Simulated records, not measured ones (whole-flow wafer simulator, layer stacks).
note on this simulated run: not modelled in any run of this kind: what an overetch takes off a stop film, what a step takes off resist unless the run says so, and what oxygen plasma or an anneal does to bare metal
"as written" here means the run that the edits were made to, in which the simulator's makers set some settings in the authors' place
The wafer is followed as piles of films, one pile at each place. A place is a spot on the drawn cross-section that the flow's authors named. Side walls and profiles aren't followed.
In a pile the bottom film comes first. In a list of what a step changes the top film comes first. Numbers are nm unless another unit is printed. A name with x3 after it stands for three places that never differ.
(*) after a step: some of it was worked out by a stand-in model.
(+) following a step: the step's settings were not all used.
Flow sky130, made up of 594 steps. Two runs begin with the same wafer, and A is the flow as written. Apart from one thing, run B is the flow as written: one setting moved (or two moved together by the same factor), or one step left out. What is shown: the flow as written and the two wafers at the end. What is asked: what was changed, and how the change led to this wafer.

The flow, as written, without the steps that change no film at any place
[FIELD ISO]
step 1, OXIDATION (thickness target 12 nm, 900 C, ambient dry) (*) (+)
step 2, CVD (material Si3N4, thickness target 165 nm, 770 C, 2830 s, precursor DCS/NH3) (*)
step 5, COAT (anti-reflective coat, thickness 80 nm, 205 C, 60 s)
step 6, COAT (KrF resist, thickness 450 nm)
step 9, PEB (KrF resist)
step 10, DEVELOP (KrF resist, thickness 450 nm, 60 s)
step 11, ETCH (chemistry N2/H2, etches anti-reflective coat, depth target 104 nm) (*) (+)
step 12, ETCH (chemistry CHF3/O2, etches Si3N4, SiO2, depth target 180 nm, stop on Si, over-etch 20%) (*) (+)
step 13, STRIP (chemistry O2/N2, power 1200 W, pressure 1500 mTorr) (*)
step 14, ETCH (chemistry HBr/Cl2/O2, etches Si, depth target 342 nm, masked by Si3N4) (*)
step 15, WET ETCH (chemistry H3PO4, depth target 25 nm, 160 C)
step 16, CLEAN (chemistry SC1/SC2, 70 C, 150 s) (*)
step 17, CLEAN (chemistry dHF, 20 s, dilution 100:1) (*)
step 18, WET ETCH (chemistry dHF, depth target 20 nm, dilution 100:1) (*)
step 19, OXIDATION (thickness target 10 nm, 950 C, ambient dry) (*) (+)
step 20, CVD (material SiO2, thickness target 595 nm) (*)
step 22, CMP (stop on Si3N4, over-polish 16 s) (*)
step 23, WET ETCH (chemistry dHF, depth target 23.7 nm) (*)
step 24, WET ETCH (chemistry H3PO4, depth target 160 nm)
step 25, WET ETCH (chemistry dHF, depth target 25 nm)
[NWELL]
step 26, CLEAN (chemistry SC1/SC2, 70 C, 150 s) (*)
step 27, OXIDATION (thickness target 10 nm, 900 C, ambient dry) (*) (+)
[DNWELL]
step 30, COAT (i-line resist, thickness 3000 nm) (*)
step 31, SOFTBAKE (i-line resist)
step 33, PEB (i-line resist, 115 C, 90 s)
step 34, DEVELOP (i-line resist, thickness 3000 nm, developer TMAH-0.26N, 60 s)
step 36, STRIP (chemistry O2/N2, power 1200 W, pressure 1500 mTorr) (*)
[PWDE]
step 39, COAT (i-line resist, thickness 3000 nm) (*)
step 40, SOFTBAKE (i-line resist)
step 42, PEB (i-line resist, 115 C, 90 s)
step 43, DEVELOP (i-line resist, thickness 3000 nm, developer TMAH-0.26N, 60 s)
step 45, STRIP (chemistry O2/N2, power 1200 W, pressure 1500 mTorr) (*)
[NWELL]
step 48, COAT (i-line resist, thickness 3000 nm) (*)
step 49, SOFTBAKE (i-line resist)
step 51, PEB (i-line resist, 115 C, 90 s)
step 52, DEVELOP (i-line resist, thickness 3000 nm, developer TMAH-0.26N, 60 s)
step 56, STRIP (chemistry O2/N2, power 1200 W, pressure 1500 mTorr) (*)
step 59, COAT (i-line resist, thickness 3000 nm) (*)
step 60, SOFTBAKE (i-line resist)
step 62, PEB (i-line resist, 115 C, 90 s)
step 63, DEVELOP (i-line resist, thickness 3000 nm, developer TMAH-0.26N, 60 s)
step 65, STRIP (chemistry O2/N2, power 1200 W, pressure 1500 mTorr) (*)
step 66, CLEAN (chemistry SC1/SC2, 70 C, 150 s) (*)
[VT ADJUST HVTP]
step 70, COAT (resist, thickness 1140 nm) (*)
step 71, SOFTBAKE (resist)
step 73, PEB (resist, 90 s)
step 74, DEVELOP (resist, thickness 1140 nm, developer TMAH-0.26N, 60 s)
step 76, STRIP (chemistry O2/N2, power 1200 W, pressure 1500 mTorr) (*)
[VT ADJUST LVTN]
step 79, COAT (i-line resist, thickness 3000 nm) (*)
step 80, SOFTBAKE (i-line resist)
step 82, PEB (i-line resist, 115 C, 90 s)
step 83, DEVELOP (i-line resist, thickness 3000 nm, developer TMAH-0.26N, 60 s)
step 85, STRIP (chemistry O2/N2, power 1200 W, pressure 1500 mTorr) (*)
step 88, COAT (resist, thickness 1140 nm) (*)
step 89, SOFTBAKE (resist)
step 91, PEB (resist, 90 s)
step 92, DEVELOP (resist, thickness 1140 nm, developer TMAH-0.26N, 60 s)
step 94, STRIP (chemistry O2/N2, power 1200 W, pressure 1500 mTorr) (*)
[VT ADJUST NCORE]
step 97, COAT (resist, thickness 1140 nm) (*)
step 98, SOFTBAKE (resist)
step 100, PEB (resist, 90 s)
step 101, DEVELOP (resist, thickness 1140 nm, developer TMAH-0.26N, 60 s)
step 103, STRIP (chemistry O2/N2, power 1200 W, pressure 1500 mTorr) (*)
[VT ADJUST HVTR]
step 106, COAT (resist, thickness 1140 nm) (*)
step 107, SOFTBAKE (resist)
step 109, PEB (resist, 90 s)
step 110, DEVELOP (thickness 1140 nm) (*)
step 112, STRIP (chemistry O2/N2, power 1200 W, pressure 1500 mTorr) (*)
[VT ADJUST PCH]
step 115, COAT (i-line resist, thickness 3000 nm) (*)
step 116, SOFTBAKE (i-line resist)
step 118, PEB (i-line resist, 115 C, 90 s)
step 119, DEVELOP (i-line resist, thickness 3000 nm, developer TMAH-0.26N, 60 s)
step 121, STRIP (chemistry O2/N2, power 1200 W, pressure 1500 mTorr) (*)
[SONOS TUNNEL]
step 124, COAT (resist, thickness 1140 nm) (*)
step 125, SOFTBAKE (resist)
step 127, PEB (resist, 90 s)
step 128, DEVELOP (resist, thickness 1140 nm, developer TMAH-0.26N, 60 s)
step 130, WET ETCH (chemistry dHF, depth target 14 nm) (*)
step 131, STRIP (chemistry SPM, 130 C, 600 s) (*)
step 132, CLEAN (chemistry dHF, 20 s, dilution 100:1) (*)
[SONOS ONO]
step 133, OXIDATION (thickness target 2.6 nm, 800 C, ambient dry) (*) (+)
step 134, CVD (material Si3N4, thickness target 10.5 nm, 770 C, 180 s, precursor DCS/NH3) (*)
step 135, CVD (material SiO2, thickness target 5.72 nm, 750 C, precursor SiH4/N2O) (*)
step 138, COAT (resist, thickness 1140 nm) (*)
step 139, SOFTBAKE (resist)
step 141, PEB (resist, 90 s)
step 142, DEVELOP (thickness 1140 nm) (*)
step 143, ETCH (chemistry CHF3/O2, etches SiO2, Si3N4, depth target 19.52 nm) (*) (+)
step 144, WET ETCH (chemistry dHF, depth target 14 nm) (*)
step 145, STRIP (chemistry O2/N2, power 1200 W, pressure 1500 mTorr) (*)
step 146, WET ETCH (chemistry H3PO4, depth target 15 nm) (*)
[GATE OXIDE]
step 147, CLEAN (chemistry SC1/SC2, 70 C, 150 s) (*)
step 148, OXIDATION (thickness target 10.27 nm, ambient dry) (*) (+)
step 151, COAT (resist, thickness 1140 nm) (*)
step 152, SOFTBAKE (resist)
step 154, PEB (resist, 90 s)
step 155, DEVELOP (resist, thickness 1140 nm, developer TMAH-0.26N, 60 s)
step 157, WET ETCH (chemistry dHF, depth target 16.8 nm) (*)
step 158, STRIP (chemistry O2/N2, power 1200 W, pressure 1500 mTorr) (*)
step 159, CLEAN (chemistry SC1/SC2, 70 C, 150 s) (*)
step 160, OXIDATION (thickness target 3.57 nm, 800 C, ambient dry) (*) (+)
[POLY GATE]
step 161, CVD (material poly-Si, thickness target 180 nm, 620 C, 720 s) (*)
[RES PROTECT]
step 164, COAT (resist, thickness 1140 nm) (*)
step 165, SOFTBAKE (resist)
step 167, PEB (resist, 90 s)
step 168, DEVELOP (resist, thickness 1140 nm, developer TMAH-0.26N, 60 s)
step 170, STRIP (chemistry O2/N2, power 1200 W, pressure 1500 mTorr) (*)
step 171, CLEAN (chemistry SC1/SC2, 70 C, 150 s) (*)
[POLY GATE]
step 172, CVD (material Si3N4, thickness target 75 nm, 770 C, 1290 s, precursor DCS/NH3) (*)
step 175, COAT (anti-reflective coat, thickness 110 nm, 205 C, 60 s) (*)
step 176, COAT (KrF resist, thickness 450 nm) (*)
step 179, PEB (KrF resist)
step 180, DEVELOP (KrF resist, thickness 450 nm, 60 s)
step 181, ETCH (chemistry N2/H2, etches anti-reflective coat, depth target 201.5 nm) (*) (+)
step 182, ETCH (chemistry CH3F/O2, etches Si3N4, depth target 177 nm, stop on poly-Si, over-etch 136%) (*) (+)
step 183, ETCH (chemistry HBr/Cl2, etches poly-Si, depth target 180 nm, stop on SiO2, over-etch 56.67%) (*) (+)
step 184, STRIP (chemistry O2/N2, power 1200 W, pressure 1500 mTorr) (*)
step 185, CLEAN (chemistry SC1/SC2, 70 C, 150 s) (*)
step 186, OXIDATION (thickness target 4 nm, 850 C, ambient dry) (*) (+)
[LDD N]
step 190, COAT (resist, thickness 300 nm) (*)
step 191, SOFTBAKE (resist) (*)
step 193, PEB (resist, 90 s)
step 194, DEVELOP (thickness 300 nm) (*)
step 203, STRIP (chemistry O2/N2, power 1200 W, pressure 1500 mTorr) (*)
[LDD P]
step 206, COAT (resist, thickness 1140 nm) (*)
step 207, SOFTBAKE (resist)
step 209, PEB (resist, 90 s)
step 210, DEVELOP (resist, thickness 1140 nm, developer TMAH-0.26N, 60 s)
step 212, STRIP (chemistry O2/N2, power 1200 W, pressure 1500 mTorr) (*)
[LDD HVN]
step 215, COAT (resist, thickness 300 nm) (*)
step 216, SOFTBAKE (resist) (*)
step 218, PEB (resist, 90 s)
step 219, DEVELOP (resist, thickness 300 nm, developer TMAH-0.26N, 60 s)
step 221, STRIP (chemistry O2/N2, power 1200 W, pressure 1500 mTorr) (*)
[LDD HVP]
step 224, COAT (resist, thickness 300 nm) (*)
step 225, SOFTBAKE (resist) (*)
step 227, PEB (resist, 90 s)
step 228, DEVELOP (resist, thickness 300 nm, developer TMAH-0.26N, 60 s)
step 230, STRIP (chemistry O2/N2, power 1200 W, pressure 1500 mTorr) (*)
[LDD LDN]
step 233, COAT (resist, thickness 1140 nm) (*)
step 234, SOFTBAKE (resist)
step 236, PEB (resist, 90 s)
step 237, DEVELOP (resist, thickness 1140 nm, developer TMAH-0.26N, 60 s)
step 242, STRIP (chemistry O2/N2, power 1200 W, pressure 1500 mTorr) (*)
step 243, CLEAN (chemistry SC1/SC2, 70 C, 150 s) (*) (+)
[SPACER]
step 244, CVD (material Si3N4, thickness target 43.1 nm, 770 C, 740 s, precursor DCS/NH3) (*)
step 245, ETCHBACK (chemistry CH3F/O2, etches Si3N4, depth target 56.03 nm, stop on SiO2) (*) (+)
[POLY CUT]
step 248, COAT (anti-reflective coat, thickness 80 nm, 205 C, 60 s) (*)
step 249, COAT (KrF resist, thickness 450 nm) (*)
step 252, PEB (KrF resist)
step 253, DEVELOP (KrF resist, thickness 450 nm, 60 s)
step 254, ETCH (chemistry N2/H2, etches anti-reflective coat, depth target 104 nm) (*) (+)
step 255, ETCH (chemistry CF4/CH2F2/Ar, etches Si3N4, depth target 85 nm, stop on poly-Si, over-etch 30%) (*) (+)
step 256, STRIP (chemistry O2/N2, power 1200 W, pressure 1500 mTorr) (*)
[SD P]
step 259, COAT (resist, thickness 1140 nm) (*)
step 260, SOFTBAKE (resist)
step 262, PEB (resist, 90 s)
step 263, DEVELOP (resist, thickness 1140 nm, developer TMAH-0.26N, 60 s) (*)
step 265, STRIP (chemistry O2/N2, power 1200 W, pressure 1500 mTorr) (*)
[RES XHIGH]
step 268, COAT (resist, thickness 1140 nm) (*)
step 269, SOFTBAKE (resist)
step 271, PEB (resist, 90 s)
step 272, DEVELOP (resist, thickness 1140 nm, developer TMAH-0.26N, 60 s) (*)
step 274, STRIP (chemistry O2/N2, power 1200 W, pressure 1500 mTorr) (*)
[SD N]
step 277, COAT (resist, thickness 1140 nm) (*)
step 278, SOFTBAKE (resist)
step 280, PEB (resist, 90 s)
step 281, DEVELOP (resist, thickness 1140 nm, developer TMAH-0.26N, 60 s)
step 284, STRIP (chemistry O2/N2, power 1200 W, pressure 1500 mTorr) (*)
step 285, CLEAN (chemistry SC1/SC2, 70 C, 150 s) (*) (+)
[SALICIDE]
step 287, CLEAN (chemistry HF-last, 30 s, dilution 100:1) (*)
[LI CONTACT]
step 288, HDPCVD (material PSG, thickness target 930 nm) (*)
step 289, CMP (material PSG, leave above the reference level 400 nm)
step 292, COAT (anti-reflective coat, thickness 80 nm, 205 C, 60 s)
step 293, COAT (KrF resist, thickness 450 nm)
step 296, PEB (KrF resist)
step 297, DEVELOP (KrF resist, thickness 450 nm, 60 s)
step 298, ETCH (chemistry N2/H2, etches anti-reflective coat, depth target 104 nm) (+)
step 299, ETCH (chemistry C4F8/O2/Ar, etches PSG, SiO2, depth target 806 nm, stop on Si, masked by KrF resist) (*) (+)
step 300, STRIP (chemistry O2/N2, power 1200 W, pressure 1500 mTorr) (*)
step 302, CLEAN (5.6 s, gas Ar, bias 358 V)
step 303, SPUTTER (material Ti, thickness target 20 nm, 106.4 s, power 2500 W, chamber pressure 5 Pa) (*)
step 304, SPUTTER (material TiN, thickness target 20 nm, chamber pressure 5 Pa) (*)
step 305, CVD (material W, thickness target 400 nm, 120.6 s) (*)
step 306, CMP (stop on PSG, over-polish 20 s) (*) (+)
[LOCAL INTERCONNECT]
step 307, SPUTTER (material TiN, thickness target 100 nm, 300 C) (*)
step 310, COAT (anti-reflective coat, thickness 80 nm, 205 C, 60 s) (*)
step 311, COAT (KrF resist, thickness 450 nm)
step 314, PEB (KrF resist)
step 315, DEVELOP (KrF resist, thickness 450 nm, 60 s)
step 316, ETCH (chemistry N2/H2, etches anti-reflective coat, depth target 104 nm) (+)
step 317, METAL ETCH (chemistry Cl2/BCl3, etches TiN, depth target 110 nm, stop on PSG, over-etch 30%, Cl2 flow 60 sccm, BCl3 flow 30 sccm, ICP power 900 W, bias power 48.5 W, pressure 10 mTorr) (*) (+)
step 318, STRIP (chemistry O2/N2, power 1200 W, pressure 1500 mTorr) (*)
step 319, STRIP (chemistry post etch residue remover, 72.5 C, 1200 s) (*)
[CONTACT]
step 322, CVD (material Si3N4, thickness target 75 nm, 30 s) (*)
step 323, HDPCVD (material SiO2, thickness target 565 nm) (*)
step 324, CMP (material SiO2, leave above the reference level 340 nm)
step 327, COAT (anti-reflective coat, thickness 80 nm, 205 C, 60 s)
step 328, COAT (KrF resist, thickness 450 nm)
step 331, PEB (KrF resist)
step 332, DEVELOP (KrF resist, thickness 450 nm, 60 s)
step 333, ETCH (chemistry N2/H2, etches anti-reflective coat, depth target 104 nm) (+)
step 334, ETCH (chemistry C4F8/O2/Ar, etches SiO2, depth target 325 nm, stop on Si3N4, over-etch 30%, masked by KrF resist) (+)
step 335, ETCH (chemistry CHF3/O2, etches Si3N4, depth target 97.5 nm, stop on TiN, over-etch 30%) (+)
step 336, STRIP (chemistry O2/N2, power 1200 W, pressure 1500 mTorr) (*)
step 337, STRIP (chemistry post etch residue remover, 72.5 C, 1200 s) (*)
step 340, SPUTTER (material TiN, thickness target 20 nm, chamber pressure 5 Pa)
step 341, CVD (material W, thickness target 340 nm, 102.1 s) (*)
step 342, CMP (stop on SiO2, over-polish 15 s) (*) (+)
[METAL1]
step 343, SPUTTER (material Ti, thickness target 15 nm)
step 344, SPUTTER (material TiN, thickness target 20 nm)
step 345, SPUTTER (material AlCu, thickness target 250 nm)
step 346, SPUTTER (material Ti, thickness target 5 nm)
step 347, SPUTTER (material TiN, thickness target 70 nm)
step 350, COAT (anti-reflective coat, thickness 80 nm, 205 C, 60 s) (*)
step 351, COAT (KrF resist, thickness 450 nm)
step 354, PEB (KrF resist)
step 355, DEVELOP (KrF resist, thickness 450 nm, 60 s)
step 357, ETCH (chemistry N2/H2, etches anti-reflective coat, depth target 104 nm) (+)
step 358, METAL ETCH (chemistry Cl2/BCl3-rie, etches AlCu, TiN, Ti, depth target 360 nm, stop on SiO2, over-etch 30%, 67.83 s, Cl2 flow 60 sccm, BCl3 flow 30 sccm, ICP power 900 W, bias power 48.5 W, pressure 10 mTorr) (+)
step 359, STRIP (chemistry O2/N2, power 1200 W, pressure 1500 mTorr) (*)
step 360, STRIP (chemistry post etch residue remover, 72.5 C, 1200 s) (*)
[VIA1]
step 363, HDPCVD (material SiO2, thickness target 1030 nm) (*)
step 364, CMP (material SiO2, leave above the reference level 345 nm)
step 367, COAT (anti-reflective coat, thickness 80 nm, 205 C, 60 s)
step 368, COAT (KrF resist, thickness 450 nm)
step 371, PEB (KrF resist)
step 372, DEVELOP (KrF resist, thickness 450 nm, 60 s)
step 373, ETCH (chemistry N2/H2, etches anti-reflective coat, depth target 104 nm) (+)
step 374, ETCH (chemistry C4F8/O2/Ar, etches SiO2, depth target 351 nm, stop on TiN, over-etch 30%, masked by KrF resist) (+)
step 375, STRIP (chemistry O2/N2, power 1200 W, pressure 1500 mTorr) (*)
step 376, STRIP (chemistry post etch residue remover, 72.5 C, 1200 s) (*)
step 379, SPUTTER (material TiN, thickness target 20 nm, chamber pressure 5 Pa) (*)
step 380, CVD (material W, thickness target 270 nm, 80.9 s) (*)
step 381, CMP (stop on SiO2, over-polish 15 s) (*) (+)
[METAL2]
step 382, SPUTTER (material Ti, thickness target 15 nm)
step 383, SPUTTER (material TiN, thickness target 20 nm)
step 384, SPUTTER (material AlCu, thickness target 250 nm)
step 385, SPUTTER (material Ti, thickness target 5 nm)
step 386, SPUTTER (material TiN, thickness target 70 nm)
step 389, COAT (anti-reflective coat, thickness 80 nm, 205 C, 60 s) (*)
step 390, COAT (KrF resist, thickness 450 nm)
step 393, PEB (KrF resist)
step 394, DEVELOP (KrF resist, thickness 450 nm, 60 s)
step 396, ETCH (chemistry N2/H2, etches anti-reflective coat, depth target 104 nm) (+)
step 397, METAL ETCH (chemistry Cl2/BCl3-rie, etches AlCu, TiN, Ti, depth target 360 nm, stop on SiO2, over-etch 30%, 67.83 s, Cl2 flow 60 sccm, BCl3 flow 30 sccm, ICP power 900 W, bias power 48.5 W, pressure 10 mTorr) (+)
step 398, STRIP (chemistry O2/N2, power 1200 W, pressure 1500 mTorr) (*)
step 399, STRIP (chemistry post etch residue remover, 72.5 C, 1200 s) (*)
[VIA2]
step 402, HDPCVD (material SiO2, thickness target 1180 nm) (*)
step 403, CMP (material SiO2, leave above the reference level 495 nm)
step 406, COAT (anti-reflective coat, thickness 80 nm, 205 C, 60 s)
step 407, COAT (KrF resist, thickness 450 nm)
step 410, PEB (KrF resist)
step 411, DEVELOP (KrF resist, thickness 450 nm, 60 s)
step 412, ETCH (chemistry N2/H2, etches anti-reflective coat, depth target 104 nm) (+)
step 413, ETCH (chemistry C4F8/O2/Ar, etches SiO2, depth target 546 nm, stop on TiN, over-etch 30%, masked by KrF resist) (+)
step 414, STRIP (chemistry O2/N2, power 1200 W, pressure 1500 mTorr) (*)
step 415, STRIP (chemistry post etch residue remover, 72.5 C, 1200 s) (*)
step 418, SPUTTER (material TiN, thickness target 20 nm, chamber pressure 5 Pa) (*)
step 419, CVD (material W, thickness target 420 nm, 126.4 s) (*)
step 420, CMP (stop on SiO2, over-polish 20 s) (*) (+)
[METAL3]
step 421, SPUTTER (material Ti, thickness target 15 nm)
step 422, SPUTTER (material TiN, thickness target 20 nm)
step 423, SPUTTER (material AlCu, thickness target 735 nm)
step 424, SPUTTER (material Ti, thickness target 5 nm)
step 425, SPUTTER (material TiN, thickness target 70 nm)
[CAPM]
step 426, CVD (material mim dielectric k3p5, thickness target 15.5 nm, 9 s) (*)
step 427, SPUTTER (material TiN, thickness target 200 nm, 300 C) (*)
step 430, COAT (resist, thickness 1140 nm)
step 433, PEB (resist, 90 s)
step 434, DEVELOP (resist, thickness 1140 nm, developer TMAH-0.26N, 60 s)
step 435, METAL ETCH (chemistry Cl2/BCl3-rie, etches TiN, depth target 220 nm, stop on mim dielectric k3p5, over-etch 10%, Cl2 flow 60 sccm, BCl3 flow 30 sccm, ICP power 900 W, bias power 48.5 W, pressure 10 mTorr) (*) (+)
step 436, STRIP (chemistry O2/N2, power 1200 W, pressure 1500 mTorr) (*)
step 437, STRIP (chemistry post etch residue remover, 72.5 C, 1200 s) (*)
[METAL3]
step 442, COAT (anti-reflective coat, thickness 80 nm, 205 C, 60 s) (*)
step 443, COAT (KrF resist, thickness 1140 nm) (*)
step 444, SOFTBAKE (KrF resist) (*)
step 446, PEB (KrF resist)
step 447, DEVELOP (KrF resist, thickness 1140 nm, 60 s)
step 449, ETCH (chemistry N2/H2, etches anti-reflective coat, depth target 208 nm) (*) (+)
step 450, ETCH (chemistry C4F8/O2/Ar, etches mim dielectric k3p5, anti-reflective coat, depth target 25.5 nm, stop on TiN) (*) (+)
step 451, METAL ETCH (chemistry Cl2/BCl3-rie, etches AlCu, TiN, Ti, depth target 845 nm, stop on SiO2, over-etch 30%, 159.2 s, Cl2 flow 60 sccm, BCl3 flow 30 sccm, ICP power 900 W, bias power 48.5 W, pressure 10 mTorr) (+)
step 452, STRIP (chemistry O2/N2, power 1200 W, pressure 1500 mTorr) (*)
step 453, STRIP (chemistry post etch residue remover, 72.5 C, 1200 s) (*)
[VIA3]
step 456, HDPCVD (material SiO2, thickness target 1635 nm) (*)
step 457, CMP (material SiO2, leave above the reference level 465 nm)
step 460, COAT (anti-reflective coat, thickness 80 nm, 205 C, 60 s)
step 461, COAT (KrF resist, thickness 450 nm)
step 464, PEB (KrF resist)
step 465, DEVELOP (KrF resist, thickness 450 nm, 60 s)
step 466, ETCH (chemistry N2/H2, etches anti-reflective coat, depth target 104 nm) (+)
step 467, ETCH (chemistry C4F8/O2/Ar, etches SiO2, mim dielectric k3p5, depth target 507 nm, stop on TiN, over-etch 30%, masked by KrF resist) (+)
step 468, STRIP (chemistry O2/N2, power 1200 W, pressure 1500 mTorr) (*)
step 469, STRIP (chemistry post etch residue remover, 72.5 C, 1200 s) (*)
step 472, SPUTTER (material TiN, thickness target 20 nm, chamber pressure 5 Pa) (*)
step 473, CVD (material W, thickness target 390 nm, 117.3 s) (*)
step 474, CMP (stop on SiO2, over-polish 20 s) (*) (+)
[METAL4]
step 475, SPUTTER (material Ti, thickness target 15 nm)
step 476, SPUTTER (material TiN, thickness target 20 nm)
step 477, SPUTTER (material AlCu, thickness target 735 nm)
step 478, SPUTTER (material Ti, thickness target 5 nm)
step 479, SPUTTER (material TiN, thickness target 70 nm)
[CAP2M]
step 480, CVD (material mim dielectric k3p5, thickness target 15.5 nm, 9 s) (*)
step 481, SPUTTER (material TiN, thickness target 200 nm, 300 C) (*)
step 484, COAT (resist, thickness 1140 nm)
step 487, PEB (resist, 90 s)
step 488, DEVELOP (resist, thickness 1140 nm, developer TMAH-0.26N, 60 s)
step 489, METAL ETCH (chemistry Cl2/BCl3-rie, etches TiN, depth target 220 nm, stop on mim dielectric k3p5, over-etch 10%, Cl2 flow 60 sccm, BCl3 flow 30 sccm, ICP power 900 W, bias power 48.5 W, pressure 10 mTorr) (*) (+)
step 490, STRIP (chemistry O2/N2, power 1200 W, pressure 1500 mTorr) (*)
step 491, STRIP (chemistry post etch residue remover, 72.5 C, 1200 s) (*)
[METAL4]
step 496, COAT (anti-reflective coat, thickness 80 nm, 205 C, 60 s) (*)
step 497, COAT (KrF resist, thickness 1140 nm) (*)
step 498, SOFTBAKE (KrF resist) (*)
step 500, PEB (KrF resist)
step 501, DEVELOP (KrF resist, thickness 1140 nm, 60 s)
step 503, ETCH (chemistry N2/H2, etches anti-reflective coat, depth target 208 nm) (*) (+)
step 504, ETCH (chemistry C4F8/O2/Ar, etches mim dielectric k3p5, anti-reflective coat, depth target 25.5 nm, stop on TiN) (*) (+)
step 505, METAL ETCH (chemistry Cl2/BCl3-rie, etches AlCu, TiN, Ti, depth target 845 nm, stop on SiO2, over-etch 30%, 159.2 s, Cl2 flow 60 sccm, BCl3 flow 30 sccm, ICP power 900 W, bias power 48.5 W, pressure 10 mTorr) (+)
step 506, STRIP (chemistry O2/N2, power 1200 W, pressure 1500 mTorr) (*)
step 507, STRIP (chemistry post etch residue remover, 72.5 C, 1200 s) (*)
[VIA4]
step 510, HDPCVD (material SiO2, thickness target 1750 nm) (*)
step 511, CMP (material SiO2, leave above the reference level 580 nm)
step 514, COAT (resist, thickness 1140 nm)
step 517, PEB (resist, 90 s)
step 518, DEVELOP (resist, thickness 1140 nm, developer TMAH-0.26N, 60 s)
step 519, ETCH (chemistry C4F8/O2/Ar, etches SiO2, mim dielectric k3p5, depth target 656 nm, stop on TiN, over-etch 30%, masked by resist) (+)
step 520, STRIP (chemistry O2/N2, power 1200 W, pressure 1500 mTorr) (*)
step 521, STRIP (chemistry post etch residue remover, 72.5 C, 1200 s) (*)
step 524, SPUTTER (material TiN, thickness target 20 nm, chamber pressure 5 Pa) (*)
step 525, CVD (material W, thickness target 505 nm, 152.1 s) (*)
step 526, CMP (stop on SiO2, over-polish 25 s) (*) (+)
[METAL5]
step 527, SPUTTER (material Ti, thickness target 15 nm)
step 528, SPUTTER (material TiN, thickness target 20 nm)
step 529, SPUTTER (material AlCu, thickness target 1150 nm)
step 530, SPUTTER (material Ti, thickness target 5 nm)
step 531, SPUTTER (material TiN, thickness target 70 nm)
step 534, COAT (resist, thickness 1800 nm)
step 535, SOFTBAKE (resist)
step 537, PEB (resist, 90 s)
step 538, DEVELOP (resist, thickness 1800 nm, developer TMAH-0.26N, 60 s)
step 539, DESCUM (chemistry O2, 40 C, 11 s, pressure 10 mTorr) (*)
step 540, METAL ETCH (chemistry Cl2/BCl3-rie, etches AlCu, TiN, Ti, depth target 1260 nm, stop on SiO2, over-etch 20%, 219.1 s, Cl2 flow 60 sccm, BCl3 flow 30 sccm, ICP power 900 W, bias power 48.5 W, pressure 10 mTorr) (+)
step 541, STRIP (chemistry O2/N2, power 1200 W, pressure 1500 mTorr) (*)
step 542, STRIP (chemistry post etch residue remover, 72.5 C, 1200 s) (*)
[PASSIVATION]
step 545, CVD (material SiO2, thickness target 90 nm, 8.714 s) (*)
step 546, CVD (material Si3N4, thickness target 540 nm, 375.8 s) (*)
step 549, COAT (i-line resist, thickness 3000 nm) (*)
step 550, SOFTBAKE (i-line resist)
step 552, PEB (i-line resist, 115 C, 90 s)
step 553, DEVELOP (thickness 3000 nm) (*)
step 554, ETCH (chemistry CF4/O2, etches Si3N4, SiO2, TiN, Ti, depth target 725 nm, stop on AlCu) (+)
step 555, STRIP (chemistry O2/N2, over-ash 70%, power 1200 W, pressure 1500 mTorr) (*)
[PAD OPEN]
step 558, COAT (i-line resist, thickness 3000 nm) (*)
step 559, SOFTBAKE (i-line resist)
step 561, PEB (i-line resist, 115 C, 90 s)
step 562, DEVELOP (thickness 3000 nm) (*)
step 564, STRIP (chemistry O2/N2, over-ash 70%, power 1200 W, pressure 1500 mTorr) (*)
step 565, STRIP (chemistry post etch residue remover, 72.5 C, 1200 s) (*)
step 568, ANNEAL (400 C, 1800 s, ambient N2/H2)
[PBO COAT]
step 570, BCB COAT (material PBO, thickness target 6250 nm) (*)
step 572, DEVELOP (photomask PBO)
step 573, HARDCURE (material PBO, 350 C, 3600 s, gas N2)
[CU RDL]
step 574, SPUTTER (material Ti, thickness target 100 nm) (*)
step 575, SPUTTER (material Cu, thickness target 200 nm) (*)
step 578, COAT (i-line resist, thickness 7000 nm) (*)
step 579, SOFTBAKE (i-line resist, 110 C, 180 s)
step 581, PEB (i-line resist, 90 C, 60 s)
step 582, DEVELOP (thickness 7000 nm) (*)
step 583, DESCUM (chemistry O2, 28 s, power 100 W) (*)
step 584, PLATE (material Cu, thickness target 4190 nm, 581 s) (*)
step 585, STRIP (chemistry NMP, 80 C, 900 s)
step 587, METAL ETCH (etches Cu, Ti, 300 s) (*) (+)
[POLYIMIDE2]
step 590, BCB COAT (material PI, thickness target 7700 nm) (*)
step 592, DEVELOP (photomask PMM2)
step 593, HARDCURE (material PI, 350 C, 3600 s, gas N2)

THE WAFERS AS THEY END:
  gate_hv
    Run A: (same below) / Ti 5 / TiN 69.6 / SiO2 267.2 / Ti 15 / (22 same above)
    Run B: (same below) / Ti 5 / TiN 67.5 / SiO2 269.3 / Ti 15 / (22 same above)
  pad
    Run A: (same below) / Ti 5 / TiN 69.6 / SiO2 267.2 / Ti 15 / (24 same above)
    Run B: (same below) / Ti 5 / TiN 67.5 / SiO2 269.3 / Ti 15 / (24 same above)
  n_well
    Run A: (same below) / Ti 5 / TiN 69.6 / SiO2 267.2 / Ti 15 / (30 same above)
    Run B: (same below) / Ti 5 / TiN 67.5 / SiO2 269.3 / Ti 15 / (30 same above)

The reason: step 347, SPUTTER: thickness target 67.9 nm was run, though the flow has thickness target 70 nm.

Step by step, how the change led to this:
  step 347, SPUTTER (material TiN, thickness target 70 nm)
      field, active, n_well and 188 more: A TiN gains 70 (new film) | B TiN gains 67.9 (new film)
  step 358, METAL ETCH (chemistry Cl2/BCl3-rie, etches AlCu, TiN, Ti, depth target 360 nm, stop on SiO2, over-etch 30%, 67.83 s, Cl2 flow 60 sccm, BCl3 flow 30 sccm, ICP power 900 W, bias power 48.5 W, pressure 10 mTorr) (+)
      field, active, gate and 81 more: A TiN loses 68.7 (all of it), Ti loses 5 (all of it), AlCu loses 250 (all of it), TiN loses 20 (all of it), Ti loses 15 (all of it), SiO2 loses 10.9 | B TiN loses 66.6 (all of it), Ti loses 5 (all of it), AlCu loses 250 (all of it), TiN loses 20 (all of it), Ti loses 15 (all of it), SiO2 loses 11.1
